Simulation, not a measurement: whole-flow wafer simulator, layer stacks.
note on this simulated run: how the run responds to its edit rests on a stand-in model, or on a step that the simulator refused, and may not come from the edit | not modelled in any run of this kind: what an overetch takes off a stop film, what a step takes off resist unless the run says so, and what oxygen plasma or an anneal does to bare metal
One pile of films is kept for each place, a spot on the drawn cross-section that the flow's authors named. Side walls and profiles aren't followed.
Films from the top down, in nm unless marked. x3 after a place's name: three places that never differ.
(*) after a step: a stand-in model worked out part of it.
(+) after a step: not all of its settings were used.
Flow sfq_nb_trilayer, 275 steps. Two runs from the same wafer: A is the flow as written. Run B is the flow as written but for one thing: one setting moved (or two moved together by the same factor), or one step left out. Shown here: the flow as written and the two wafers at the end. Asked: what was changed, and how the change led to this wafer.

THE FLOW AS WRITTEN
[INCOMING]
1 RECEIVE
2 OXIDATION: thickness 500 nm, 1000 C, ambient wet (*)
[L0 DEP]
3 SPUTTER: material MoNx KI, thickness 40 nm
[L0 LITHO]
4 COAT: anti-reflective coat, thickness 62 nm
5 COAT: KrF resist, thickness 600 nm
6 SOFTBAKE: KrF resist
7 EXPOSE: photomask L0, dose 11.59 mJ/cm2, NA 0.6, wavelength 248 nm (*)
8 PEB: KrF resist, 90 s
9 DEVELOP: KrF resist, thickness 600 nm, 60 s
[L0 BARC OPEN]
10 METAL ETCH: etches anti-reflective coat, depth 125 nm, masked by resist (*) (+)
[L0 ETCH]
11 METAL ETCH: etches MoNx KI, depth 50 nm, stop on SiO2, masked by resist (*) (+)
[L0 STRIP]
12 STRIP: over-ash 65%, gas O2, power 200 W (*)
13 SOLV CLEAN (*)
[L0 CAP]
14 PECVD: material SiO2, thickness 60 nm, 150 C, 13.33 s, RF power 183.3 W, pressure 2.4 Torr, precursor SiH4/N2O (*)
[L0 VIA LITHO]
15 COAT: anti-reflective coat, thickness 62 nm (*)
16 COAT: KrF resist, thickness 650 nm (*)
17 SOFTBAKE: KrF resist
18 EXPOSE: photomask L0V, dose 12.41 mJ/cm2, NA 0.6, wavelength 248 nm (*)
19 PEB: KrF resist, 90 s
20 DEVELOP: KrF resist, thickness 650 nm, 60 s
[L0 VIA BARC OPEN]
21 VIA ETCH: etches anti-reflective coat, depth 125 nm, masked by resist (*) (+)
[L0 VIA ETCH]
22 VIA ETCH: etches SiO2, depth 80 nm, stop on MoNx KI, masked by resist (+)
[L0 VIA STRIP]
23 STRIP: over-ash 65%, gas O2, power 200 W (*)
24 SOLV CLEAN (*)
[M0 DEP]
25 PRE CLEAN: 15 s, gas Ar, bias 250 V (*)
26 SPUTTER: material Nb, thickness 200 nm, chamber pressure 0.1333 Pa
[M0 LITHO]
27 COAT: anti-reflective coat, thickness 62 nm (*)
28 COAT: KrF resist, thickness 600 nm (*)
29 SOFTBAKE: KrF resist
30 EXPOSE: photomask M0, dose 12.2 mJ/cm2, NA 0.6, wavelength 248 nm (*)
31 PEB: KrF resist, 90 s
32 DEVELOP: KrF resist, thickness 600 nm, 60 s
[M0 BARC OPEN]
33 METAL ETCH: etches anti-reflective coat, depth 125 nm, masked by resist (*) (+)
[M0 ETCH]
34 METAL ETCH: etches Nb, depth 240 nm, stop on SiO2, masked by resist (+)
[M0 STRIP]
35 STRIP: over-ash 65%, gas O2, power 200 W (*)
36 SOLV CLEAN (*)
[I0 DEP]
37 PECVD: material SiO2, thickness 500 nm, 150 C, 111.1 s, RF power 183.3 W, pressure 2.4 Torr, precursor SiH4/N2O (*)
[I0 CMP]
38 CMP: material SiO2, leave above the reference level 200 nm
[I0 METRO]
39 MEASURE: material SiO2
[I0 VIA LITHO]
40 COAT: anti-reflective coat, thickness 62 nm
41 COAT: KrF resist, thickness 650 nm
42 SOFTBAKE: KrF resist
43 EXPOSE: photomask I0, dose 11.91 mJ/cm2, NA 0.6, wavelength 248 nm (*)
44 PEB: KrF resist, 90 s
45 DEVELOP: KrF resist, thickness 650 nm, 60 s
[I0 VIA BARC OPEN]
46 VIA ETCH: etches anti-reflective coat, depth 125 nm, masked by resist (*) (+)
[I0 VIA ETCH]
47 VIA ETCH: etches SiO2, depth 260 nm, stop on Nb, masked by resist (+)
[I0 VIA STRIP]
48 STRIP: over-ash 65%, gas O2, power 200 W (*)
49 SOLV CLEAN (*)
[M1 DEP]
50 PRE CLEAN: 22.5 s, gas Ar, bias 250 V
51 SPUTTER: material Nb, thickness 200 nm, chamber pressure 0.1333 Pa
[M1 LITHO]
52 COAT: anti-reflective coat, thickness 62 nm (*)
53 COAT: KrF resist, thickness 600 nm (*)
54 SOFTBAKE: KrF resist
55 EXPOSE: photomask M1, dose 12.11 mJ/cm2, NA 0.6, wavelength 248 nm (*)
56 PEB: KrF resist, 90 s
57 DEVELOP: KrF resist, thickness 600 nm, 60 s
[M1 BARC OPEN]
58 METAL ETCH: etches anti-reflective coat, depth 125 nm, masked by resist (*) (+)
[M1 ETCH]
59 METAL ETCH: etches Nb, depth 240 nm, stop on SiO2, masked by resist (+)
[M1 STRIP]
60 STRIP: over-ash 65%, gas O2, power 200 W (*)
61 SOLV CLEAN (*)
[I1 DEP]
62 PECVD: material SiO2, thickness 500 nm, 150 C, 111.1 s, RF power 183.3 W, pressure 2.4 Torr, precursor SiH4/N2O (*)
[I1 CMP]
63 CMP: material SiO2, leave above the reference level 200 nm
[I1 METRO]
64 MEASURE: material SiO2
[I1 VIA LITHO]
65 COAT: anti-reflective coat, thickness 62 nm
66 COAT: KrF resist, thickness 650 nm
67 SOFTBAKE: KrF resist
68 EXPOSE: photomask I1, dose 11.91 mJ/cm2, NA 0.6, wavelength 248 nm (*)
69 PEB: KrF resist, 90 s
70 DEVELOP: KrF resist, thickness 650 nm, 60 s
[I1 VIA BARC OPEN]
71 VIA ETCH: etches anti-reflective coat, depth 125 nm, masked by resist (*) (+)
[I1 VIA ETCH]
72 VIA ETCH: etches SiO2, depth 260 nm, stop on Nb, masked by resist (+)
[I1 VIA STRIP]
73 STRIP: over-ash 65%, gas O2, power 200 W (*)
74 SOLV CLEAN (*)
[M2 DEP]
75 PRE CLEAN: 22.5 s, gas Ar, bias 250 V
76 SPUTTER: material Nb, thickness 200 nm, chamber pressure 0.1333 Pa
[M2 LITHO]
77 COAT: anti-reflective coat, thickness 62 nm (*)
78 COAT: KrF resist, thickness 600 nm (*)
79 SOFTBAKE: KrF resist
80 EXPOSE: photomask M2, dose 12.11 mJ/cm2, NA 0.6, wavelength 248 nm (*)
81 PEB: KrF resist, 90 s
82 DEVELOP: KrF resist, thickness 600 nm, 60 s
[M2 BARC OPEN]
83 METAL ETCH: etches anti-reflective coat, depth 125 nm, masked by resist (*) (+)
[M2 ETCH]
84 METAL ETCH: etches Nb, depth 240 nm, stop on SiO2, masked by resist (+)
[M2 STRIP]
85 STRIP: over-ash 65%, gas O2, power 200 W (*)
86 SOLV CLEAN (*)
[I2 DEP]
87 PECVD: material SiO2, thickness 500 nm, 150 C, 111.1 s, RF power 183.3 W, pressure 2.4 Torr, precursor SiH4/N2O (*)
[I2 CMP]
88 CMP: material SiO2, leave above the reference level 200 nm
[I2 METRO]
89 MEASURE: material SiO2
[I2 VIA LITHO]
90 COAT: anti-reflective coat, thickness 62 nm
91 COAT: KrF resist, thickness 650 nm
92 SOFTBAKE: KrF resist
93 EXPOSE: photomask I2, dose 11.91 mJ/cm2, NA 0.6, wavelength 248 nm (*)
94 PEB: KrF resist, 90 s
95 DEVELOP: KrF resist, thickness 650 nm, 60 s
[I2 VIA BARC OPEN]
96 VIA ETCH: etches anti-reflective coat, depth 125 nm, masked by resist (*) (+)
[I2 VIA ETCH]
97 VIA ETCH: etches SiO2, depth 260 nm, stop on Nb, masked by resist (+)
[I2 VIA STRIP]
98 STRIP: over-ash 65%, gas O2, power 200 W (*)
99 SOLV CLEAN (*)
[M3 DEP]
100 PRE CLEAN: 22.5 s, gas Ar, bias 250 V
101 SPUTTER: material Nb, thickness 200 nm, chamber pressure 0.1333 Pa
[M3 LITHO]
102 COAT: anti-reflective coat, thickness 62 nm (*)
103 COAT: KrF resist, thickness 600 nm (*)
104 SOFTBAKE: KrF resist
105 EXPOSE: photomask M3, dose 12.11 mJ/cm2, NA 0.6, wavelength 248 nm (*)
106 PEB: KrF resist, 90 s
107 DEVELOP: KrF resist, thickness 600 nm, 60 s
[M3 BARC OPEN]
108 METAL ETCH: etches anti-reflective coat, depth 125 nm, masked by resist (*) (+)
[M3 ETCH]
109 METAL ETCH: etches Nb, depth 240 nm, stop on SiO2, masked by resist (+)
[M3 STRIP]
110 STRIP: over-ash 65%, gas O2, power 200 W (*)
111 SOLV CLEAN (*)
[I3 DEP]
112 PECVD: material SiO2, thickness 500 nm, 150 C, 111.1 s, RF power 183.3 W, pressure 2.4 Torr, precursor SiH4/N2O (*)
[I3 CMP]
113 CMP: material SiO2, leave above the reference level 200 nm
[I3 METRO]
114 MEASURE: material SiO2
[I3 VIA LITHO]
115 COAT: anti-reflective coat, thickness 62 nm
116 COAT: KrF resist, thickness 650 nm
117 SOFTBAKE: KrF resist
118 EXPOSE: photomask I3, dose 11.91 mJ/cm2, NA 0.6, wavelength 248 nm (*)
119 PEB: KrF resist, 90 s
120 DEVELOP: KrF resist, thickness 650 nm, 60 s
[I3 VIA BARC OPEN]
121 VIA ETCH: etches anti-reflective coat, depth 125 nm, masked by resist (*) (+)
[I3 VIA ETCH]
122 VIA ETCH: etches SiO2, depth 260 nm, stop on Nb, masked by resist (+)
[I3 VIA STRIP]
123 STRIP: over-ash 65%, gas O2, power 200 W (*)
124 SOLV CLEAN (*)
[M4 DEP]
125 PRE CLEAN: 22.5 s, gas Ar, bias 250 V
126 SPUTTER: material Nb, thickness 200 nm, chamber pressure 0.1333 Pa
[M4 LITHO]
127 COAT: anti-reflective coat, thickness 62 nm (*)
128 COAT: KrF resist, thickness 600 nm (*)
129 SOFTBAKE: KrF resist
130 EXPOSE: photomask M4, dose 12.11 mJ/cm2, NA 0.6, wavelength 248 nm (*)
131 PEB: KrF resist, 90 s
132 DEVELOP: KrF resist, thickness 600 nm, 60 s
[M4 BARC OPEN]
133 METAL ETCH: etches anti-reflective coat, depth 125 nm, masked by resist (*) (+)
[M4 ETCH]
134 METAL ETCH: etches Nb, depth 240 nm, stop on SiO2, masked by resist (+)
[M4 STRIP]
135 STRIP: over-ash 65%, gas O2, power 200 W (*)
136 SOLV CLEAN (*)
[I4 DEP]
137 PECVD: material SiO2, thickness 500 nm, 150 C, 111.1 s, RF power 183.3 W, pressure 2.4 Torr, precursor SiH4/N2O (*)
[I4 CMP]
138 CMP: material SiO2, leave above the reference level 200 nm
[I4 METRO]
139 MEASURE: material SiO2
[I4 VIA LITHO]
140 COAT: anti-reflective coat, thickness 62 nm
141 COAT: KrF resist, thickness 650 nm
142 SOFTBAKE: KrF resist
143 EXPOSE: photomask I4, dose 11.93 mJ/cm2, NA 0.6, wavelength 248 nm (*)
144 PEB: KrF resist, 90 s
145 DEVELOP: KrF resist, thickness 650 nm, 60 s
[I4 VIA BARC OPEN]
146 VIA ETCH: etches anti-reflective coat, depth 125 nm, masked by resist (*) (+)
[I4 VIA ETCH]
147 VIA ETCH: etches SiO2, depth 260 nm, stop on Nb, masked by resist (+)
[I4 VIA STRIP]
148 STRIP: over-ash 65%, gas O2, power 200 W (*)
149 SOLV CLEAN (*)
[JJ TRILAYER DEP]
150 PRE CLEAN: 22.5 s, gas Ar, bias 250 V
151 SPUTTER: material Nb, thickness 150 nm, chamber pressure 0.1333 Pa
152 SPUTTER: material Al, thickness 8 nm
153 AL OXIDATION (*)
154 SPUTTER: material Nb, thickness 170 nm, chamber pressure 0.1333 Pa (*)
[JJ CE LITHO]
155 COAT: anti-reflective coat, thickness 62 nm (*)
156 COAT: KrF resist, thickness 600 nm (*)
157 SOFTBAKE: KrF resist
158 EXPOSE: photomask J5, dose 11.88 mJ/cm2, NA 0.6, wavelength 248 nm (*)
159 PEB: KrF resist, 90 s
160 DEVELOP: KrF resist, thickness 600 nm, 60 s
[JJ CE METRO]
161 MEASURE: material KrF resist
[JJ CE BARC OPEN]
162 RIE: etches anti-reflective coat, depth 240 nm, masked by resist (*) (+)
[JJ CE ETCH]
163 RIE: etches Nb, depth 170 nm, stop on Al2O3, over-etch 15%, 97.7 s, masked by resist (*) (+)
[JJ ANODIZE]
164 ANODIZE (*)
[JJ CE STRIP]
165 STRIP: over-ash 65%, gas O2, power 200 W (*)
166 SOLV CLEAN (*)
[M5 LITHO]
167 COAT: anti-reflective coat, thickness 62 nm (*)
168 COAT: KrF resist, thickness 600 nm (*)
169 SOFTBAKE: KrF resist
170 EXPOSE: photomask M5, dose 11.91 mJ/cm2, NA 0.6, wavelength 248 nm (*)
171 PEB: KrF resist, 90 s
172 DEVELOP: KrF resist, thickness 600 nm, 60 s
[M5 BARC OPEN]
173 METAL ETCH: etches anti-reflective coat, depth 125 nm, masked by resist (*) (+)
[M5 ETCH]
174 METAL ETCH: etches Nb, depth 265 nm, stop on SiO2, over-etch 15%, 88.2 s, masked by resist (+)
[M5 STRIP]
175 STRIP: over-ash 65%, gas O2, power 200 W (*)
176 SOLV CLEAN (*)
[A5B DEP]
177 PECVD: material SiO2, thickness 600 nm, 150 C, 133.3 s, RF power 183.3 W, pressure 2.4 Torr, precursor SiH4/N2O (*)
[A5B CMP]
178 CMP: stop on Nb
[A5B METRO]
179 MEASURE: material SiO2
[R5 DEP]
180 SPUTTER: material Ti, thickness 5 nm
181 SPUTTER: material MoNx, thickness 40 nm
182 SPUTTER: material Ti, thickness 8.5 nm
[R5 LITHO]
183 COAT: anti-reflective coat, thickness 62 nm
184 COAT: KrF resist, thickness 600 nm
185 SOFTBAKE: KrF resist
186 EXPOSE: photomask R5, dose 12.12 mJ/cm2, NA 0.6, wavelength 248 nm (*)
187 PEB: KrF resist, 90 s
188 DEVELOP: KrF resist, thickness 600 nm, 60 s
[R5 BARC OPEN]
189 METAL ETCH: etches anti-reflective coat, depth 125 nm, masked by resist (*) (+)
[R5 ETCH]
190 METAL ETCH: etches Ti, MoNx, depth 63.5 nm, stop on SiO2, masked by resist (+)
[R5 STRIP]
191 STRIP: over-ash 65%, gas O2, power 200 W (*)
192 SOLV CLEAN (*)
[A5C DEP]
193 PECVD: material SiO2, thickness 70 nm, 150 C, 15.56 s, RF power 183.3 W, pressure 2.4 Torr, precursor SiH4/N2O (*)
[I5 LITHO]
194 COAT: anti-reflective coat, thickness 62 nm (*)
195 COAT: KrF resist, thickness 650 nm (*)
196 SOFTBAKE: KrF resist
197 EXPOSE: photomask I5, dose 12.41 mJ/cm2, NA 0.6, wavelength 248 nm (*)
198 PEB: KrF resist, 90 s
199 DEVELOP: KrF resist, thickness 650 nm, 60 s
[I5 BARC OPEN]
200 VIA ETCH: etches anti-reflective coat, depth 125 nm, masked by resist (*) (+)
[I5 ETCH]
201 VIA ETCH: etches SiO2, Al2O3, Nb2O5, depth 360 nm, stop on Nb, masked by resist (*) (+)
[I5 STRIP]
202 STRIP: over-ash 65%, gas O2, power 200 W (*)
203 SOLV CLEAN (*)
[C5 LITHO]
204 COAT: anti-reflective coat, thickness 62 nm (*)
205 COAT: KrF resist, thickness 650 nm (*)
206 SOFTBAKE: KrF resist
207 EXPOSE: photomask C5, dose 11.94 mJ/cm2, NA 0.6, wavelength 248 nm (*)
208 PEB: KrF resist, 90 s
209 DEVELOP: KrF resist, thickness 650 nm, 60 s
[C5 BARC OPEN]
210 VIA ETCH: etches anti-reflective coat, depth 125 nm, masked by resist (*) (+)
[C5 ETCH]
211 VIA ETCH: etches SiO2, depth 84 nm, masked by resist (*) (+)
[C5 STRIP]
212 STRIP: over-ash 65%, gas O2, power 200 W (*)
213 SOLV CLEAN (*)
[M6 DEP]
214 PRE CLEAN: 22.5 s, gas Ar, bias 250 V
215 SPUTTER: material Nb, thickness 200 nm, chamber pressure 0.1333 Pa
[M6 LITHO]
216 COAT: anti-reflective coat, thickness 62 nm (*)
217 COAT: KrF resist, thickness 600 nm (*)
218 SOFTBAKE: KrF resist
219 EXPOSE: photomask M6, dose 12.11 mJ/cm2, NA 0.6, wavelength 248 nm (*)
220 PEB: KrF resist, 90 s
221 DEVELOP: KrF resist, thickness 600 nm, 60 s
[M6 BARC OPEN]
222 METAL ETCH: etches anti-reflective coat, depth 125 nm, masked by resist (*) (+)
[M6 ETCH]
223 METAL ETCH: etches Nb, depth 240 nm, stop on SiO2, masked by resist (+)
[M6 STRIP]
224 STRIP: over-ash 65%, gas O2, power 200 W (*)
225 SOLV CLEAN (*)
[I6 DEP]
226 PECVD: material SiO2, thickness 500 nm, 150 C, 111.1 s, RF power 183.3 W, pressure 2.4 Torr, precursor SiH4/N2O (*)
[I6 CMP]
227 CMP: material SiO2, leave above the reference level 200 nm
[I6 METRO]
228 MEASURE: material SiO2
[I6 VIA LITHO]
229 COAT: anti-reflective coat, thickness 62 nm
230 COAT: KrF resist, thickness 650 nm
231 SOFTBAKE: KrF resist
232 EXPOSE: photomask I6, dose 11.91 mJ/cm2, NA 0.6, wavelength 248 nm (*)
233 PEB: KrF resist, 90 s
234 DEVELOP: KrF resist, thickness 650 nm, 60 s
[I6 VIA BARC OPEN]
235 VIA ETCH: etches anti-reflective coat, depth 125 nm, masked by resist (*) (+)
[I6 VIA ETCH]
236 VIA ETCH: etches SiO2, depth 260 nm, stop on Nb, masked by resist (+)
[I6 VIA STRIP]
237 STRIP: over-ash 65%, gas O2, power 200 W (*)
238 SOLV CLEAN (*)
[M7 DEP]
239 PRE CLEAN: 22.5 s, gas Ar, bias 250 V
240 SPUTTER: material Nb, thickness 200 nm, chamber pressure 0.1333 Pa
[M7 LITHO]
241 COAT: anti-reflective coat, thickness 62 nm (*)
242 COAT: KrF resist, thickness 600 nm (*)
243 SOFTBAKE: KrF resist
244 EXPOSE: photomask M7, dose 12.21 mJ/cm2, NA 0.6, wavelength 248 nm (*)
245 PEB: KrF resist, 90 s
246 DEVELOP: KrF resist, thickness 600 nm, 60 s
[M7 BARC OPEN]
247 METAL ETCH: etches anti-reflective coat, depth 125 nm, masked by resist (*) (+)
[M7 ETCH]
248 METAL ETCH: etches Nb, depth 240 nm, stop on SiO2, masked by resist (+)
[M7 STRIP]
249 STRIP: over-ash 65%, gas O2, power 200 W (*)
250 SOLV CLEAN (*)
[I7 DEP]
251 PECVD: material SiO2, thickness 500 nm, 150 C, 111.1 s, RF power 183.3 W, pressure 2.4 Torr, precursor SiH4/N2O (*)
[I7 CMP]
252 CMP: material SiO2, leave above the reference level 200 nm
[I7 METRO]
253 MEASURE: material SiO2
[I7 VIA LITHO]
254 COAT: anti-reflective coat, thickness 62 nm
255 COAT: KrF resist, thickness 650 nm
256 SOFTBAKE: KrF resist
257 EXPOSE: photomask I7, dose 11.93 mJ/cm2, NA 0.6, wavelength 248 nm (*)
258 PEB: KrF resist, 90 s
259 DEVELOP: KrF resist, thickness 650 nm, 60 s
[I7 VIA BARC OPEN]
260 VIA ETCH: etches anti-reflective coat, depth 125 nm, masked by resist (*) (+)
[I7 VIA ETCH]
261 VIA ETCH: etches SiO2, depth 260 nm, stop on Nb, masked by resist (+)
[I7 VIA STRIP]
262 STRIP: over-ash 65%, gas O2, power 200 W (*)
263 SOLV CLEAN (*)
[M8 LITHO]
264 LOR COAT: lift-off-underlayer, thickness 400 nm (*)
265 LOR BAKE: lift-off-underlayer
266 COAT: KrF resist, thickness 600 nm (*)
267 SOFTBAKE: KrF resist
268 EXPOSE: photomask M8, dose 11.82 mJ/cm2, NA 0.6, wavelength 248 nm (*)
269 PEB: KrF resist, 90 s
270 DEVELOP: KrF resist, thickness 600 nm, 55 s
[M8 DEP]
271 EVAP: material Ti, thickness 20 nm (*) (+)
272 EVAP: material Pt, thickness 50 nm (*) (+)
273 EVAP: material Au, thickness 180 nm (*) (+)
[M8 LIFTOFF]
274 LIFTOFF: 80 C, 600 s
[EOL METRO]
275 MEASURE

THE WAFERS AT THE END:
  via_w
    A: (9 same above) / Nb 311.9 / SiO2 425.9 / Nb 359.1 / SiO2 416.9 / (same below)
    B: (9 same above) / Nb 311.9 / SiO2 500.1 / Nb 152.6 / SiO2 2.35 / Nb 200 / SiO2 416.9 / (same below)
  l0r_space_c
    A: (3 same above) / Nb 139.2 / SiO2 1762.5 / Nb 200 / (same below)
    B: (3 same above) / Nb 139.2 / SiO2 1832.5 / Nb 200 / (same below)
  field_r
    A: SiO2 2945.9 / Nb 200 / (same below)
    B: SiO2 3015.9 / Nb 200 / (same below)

The cause: step 88, CMP: leave above the reference level 270 nm was run, where the flow has leave above the reference level 200 nm.

How the change led to this, step by step:
  88 CMP: material SiO2, leave above the reference level 200 nm
      field_l, be, be_sur and 81 more: A SiO2 -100 | B SiO2 -30
      v_sur, via_wl, via_w and 18 more: A SiO2 -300 | B SiO2 -230
      (and at 1 more place)
  97 VIA ETCH: etches SiO2, depth 260 nm, stop on Nb, masked by resist (+)
      via_w: A SiO2 -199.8 (all of it) | B SiO2 -260
  100 PRE CLEAN: 22.5 s, gas Ar, bias 250 V
      via_w: A Nb -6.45 | B SiO2 -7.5
  101 SPUTTER: material Nb, thickness 200 nm, chamber pressure 0.1333 Pa
      via_w: A Nb +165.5 | B Nb +152.6 (new film)
  102 COAT: anti-reflective coat, thickness 62 nm (*)
      via_wl, via_wr: A anti-reflective coat +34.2 (new film) | B anti-reflective coat +23 (new film)
      v_sur: A anti-reflective coat +61.1 (new film) | B anti-reflective coat +55.7 (new film)
      (and at 2 more places)
  103 COAT: KrF resist, thickness 600 nm (*)
      via_w: A KrF resist +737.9 (new film) | B KrF resist +794 (new film)
  110 STRIP: over-ash 65%, gas O2, power 200 W (*)
      v_sur: A KrF resist -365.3 (all of it), anti-reflective coat -61.1 (all of it) | B KrF resist -362.3 (all of it), anti-reflective coat -55.7 (all of it)
      via_wl: A KrF resist -384.2 (all of it), anti-reflective coat -34.2 (all of it) | B KrF resist -383.9 (all of it), anti-reflective coat -23 (all of it)
      (and at 3 more places)
  112 PECVD: material SiO2, thickness 500 nm, 150 C, 111.1 s, RF power 183.3 W, pressure 2.4 Torr, precursor SiH4/N2O (*)
      via_w: A SiO2 +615 (new film) | B SiO2 +664.6 (new film)
  113 CMP: material SiO2, leave above the reference level 200 nm
      via_w: A SiO2 -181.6 | B SiO2 -157.1
Counting metal films that touch as one body, via_w has 6 bodies (between them, from the top down: SiO2 192.5; SiO2 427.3 / Al2O3 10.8 / Nb2O5 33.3; SiO2 500.1; SiO2 2.35; SiO2 416.9); the flow as written gives 5 bodies (between them, from the top down: SiO2 192.5; SiO2 427.3 / Al2O3 10.8 / Nb2O5 33.3; SiO2 425.9; SiO2 416.9).
